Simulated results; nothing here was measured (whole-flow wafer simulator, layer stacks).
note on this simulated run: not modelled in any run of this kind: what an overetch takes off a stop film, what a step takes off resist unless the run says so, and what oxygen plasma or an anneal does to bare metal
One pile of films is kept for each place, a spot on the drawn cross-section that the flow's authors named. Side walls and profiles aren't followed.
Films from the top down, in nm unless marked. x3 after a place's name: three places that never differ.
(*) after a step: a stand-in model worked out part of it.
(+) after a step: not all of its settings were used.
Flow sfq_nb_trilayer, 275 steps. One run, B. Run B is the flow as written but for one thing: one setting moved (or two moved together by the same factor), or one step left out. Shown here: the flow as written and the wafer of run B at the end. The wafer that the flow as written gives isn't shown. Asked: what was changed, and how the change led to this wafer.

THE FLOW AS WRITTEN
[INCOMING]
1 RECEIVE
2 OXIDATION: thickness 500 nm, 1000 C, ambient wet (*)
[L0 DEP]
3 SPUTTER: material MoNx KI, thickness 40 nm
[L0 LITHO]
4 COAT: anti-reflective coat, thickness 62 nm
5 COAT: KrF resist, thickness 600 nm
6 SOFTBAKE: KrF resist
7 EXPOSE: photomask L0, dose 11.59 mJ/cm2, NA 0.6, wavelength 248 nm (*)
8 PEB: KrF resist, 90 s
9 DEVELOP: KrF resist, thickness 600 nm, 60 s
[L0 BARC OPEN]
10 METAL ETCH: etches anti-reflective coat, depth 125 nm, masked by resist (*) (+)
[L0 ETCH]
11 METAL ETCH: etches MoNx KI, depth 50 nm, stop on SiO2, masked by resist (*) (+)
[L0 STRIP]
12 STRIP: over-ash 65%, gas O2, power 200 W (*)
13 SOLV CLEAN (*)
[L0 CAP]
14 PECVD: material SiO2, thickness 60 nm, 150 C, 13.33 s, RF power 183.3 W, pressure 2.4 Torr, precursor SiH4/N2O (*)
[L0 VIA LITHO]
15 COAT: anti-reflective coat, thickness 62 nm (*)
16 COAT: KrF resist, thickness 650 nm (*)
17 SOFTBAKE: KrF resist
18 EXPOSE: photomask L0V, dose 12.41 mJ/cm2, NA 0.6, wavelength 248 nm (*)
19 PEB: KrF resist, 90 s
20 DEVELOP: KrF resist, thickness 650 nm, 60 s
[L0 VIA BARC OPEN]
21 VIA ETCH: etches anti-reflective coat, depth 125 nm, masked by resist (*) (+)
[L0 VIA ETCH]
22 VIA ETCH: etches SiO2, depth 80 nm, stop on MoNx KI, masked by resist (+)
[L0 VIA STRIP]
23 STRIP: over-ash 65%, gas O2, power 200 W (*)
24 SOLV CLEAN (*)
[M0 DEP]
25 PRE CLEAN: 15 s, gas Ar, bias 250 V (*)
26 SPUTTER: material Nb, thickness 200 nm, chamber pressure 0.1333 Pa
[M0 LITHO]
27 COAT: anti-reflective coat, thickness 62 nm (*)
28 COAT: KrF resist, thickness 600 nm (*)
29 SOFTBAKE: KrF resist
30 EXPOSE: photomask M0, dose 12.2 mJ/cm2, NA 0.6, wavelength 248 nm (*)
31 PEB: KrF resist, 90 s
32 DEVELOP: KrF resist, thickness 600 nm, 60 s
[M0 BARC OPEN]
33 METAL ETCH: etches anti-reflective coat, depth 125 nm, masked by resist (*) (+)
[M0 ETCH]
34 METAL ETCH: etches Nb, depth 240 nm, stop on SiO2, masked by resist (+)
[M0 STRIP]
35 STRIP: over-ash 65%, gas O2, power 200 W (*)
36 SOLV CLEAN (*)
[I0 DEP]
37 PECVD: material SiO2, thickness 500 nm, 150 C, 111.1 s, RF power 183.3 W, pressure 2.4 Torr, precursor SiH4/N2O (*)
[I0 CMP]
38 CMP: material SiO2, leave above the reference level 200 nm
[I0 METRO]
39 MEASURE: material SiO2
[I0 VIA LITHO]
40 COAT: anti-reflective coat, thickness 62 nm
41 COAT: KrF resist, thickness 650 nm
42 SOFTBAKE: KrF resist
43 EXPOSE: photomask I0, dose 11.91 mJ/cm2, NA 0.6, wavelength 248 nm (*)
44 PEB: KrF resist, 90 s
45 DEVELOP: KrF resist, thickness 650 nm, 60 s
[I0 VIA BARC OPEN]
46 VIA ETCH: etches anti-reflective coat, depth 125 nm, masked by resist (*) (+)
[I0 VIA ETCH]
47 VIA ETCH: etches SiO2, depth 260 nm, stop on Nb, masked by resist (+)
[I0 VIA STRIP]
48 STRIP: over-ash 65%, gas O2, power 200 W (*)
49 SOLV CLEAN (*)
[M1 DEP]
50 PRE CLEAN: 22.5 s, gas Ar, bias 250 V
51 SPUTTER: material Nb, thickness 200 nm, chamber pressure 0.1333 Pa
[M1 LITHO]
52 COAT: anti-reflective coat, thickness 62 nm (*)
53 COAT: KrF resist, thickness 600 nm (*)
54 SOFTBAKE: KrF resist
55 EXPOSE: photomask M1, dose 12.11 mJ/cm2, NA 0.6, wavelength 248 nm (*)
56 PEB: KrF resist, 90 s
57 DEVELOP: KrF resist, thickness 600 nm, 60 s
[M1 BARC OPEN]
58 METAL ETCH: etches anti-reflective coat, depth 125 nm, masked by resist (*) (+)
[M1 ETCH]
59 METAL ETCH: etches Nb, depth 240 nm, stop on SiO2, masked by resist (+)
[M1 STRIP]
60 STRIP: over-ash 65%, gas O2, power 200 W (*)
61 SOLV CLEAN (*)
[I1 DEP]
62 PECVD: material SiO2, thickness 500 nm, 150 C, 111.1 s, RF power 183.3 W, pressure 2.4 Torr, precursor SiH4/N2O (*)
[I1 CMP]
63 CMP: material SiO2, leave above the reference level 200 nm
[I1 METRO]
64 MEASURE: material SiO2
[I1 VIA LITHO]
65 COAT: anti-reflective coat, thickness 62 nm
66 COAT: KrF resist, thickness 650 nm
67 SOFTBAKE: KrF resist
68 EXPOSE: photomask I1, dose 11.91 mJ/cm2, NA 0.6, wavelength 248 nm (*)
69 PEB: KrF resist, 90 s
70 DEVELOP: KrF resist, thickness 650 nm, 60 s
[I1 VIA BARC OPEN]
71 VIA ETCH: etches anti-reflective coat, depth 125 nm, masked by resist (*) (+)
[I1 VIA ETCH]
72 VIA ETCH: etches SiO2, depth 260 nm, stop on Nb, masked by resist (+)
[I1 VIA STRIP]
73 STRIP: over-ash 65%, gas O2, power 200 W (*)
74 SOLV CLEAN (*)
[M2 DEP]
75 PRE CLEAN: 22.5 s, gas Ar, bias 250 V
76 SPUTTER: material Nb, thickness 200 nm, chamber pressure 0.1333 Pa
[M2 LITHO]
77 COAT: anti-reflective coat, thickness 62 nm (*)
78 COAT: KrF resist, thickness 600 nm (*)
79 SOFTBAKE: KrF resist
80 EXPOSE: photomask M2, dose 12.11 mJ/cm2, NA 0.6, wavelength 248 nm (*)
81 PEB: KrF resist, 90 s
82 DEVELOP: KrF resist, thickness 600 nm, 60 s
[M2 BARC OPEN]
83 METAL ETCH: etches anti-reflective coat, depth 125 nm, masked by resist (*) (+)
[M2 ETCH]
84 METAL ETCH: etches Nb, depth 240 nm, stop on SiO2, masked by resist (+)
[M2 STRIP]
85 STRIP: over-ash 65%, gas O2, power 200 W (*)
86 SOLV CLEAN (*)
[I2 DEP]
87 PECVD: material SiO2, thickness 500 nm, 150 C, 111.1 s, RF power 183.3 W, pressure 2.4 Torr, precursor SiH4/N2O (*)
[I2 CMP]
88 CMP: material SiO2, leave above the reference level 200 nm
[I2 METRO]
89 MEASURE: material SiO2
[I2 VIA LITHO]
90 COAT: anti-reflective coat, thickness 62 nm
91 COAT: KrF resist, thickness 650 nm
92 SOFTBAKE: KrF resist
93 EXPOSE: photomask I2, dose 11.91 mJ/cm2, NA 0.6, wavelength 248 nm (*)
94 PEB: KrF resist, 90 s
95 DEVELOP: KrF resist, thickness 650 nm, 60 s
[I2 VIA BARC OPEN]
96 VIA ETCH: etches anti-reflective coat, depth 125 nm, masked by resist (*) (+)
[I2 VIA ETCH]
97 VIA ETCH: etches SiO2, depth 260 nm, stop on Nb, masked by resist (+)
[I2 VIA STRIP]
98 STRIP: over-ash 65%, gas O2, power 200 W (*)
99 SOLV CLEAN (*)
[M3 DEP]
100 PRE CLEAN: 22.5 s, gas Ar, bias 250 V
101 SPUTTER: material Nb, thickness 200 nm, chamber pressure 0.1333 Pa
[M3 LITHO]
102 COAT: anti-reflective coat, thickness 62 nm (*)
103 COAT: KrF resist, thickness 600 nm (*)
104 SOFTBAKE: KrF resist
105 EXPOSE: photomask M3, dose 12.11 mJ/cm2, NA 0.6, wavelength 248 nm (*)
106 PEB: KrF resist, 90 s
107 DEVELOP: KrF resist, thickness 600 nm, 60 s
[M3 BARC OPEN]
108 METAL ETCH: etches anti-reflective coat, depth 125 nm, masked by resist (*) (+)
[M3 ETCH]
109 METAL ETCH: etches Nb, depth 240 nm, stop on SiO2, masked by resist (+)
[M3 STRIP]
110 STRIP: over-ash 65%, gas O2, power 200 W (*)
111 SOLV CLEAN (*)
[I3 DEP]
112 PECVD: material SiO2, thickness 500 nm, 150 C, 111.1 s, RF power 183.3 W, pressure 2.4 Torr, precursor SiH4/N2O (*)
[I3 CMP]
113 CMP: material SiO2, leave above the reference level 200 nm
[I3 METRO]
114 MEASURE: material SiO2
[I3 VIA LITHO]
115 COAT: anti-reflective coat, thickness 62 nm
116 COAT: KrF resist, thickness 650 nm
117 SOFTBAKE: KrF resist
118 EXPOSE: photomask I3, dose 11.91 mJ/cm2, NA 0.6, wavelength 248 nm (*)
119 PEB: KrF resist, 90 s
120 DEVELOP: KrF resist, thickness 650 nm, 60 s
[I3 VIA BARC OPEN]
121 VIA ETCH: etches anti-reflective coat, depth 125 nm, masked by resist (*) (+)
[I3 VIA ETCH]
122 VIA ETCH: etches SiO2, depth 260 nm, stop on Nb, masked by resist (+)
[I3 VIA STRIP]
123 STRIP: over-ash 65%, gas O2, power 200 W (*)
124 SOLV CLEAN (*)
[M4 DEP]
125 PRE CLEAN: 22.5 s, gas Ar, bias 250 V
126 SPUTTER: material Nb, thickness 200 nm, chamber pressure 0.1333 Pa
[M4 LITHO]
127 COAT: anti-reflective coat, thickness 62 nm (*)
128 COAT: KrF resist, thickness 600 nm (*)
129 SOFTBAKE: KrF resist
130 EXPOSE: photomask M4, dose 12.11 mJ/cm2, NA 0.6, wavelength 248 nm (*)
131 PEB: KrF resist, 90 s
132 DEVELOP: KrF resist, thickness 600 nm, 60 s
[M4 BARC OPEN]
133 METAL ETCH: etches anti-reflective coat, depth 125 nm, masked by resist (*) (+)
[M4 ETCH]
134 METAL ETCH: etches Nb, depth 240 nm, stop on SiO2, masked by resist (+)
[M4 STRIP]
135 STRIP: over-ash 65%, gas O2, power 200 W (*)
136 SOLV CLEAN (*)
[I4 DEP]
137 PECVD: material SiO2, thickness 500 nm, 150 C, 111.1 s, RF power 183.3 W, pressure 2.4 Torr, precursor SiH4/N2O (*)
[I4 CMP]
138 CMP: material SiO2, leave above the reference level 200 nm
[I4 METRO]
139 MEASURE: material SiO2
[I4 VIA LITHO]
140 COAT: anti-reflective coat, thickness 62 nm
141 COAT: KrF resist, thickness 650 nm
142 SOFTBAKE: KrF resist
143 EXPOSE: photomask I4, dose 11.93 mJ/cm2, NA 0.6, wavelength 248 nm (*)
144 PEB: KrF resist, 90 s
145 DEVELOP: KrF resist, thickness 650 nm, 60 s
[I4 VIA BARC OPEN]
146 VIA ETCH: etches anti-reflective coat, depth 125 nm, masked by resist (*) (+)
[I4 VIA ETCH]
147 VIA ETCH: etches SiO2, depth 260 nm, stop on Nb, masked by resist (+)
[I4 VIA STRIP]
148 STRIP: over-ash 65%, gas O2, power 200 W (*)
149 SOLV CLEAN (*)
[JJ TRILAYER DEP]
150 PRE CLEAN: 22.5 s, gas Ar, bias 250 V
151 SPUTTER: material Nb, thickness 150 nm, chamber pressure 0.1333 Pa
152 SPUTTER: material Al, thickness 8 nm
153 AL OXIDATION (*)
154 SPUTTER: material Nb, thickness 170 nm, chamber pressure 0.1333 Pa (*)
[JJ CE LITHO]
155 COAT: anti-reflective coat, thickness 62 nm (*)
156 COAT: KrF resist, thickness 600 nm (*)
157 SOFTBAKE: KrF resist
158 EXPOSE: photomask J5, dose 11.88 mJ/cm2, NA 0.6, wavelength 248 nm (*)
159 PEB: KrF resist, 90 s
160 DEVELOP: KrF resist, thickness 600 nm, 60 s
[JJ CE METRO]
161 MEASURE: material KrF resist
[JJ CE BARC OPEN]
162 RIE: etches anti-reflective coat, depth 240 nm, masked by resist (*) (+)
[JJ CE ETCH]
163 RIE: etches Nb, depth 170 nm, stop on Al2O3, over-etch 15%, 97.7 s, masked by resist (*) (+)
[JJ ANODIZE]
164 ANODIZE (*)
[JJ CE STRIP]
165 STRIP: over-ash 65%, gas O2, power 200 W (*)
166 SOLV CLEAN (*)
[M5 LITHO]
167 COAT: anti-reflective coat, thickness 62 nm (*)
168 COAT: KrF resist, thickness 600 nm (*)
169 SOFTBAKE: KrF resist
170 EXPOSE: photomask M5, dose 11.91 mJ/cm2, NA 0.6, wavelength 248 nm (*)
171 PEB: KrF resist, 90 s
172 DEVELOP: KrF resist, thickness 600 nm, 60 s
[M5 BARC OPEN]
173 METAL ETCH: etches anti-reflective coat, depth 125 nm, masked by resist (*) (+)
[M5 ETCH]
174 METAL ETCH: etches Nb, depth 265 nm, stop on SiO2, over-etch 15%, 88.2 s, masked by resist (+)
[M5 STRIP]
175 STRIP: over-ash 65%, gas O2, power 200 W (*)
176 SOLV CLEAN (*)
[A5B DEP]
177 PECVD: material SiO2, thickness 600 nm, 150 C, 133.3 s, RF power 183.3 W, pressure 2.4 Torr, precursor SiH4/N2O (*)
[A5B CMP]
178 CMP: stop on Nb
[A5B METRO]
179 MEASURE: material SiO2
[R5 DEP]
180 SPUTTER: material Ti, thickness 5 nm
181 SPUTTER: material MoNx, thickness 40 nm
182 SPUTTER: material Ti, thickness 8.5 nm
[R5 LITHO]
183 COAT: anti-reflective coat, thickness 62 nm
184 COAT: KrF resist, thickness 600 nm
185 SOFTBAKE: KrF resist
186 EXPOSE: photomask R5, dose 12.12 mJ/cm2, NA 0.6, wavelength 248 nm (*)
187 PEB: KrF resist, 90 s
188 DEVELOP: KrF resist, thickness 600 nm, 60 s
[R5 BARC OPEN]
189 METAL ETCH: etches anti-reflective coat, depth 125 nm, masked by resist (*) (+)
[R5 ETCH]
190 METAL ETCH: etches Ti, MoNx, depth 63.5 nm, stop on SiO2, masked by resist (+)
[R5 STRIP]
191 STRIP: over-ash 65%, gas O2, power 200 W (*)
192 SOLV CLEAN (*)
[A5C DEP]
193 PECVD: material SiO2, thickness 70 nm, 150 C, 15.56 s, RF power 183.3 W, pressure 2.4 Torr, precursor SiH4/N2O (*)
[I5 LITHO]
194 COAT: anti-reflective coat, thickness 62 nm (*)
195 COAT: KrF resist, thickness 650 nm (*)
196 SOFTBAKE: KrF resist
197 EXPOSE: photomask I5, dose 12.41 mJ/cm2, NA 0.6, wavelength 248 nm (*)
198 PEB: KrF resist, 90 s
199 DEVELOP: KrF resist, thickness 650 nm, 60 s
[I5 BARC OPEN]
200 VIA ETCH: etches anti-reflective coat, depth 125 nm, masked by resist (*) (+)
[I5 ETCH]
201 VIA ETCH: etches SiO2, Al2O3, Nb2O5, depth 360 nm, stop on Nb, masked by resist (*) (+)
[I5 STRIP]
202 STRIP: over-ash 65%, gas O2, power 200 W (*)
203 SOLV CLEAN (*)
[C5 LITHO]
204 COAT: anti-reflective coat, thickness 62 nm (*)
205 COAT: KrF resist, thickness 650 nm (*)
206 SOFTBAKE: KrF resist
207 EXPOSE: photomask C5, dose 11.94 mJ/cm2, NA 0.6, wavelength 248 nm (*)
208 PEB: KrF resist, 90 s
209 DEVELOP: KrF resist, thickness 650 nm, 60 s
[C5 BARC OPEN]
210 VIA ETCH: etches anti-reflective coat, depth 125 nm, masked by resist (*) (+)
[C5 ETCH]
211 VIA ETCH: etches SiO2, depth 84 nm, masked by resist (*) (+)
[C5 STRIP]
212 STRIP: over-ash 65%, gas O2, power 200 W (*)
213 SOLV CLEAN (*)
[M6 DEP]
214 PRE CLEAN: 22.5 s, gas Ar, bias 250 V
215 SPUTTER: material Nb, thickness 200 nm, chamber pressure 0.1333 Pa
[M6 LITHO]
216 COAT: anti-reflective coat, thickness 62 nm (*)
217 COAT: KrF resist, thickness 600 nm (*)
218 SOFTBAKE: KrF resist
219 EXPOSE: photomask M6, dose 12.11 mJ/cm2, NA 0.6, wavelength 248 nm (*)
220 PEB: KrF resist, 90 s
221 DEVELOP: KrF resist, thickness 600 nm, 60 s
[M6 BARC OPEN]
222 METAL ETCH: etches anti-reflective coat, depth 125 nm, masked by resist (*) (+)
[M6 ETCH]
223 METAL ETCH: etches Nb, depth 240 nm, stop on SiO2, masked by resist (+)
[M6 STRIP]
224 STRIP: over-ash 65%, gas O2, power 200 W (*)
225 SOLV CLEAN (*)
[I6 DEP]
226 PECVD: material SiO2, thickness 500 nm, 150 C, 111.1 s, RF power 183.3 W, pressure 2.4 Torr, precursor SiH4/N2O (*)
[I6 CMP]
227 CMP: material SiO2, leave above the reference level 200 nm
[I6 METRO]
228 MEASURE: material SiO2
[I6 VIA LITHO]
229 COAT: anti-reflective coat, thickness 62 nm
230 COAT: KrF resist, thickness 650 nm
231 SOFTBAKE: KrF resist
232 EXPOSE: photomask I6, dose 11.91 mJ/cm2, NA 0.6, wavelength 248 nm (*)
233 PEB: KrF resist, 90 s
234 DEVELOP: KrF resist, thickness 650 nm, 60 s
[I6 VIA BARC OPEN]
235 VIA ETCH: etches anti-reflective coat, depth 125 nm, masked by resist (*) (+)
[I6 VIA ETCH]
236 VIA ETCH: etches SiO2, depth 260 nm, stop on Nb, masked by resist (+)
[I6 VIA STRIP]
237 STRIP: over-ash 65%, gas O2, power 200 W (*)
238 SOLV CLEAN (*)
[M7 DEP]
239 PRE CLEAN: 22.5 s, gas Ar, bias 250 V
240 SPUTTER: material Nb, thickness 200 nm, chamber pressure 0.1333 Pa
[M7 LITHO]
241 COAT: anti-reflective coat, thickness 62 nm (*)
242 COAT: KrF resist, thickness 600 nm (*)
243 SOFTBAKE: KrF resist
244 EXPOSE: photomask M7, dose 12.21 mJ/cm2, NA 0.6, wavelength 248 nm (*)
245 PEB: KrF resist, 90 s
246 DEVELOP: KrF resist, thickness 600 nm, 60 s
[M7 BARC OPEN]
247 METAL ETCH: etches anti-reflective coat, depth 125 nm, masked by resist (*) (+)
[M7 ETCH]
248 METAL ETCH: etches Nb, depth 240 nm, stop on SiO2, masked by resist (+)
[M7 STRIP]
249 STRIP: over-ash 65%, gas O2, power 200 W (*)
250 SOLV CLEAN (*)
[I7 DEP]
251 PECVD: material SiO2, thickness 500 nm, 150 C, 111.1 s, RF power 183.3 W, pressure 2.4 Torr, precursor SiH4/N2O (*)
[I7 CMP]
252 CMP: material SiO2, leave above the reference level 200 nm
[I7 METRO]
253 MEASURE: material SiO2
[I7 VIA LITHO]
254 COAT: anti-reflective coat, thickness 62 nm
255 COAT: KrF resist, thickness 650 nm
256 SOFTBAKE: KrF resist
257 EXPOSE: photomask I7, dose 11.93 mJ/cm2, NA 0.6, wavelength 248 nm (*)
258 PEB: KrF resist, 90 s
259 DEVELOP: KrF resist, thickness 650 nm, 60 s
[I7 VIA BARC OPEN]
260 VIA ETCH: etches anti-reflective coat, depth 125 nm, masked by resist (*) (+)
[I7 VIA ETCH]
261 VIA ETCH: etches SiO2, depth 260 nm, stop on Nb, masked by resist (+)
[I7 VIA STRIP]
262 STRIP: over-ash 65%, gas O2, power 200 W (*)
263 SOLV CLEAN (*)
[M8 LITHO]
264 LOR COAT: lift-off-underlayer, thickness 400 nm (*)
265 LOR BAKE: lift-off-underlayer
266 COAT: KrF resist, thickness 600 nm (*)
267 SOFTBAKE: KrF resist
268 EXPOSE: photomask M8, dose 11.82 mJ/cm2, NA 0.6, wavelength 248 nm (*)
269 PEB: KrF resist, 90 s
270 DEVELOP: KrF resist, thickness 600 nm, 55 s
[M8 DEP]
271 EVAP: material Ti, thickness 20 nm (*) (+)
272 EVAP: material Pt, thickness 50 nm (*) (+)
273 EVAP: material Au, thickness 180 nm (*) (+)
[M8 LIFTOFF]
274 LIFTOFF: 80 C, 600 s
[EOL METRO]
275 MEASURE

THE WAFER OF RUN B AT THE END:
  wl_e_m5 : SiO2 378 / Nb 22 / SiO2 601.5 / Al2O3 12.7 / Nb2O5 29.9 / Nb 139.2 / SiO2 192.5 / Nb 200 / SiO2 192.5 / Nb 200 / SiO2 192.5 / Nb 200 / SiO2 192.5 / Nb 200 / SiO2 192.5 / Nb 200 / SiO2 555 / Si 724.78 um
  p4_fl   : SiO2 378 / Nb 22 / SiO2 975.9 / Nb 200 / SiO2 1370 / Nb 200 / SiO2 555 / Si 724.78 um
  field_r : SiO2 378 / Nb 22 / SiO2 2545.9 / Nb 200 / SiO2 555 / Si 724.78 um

The cause: step 248, METAL ETCH: depth 178 nm was run, where the flow has depth 240 nm.

How the change led to this, step by step:
  248 METAL ETCH: etches Nb, depth 240 nm, stop on SiO2, masked by resist (+)
      field_l, field_r, lsp_l and 62 more: Nb -178 (as written it would be: Nb -200 (all of it))
      v_sur, via_wl, via_w and 38 more: KrF resist -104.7 (as written it would be: KrF resist -141.2)
  249 STRIP: over-ash 65%, gas O2, power 200 W (*)
      wl_j_sl, wl_jj, wl_j_sr and 14 more: KrF resist -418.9 (all of it), anti-reflective coat -62 (all of it) (as written it would be: KrF resist -382.4 (all of it), anti-reflective coat -62 (all of it))
      ln_m5, lsp_m, ln_m6, lsp_r: KrF resist -418.4 (all of it), anti-reflective coat -61.8 (all of it) (as written it would be: KrF resist -381.9 (all of it), anti-reflective coat -61.8 (all of it))
      (and at 20 more places)
  251 PECVD: material SiO2, thickness 500 nm, 150 C, 111.1 s, RF power 183.3 W, pressure 2.4 Torr, precursor SiH4/N2O (*)
      field_l, p4_fl, p4_fm and 56 more: SiO2 +500 (new film) (as written it would be: SiO2 +500)
      field_r, lsp_l: SiO2 +480.1 (new film) (as written it would be: SiO2 +477.7)
      (and at 4 more places)
  252 CMP: material SiO2, leave above the reference level 200 nm
      field_l, p4_fl, p4_fm and 56 more: SiO2 -122 (as written it would be: SiO2 -100)
      field_r, lsp_l: SiO2 -102.1 (as written it would be: SiO2 -77.7)
      (and at 2 more places)
Counting metal films that touch as one body, wl_e_m5 has 7 bodies (between them, from the top down: SiO2 601.5 / Al2O3 12.7 / Nb2O5 29.9; SiO2 192.5; SiO2 192.5; SiO2 192.5; SiO2 192.5; SiO2 192.5); the flow as written gives 6 bodies (between them, from the top down: SiO2 192.5; SiO2 192.5; SiO2 192.5; SiO2 192.5; SiO2 192.5).
Counting metal films that touch as one body, p4_fl has 3 bodies (between them, from the top down: SiO2 975.9; SiO2 1370); the flow as written gives 2 bodies (between them, from the top down: SiO2 1370).
Counting metal films that touch as one body, field_r has 2 bodies (between them, from the top down: SiO2 2545.9); the flow as written gives 1 body.
